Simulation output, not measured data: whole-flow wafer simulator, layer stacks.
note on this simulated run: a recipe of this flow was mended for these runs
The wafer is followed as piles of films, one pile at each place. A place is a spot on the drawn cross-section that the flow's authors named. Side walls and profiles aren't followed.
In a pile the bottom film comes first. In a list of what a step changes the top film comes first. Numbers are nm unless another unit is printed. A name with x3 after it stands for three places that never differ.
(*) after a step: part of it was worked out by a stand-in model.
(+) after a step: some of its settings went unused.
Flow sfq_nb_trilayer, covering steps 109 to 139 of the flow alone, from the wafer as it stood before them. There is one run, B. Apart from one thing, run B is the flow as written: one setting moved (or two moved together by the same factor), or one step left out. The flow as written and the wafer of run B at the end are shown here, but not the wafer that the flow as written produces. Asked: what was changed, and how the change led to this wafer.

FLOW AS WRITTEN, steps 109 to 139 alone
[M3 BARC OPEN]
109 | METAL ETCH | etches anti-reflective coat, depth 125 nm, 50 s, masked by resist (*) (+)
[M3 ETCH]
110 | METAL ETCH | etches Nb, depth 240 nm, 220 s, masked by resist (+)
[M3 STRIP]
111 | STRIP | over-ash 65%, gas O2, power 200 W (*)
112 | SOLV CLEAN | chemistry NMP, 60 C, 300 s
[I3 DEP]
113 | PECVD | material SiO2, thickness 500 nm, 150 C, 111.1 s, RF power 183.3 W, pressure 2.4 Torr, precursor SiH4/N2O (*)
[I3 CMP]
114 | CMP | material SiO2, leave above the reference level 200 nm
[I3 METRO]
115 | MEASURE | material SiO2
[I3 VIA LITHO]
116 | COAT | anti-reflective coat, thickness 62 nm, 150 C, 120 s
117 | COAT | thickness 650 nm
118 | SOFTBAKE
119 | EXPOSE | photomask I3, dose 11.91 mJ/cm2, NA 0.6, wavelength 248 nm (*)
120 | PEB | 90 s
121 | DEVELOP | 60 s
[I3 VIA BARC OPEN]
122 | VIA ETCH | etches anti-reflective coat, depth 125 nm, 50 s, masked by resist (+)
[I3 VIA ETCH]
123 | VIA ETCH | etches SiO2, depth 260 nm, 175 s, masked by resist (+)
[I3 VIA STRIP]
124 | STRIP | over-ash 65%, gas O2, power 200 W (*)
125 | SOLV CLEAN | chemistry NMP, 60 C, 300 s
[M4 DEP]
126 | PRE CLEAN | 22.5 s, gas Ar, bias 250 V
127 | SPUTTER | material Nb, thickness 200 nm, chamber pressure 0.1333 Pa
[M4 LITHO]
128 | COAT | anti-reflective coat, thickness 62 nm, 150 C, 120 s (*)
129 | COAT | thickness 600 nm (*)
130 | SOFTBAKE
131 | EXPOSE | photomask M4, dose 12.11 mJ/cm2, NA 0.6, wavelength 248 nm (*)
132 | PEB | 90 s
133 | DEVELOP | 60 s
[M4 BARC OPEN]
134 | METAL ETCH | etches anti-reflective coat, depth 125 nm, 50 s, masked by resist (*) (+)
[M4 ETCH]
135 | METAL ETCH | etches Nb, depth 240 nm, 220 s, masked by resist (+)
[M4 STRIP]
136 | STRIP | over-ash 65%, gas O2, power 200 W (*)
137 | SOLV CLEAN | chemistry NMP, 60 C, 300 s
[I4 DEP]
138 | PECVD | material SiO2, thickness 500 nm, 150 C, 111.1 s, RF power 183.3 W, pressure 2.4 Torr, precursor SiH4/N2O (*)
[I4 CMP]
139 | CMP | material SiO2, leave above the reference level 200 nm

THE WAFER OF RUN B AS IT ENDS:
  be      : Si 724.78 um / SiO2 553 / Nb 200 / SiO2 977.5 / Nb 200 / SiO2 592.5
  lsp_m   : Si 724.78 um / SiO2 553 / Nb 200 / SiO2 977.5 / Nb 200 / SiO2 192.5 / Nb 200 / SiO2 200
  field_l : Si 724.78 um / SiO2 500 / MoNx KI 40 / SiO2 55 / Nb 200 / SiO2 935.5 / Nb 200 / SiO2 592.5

What caused this: step 110, METAL ETCH: etches Nb, depth 240 nm, 220 s, masked by resist (+), was skipped.

How this came from the change, step by step:
  111 | STRIP | over-ash 65%, gas O2, power 200 W (*)
      p4_w1 x9, wl_j_sl x15: -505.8 KrF-resist-other-grade (all of it), -62 anti-reflective coat (all of it) (as written it would have been: -364.6 KrF-resist-other-grade (all of it), -62 anti-reflective coat (all of it))
      v_sur: -502.2 KrF-resist-other-grade (all of it), -46 anti-reflective coat (all of it) (as written it would have been: -361 KrF-resist-other-grade (all of it), -46 anti-reflective coat (all of it))
      (also at 6 further places)
  113 | PECVD | material SiO2, thickness 500 nm, 150 C, 111.1 s, RF power 183.3 W, pressure 2.4 Torr, precursor SiH4/N2O (*)
      field_l, be, be_sur and 64 more: +500 SiO2 (new film) (as written it would have been: +500 SiO2)
      p4_g1 x2, p3_s0 x6: +500 SiO2 (new film) (as written it would have been: +561.1 SiO2)
  114 | CMP | material SiO2, leave above the reference level 200 nm
      field_l, be, be_sur and 64 more: -300 SiO2 (as written it would have been: -96 SiO2)
      p4_g1 x2, p3_s0 x6: -300 SiO2 (as written it would have been: -157.1 SiO2)
With metal films that touch counted as one body, be has 2 bodies (between them, from the top down: SiO2 977.5); the flow as written gives 1 body.
With metal films that touch counted as one body, lsp_m has 3 bodies (between them, from the top down: SiO2 192.5; SiO2 977.5); the flow as written gives 2 bodies (between them, from the top down: SiO2 1370).
With metal films that touch counted as one body, field_l has 3 bodies (between them, from the top down: SiO2 935.5; SiO2 55); the flow as written gives 2 bodies (between them, from the top down: SiO2 55).
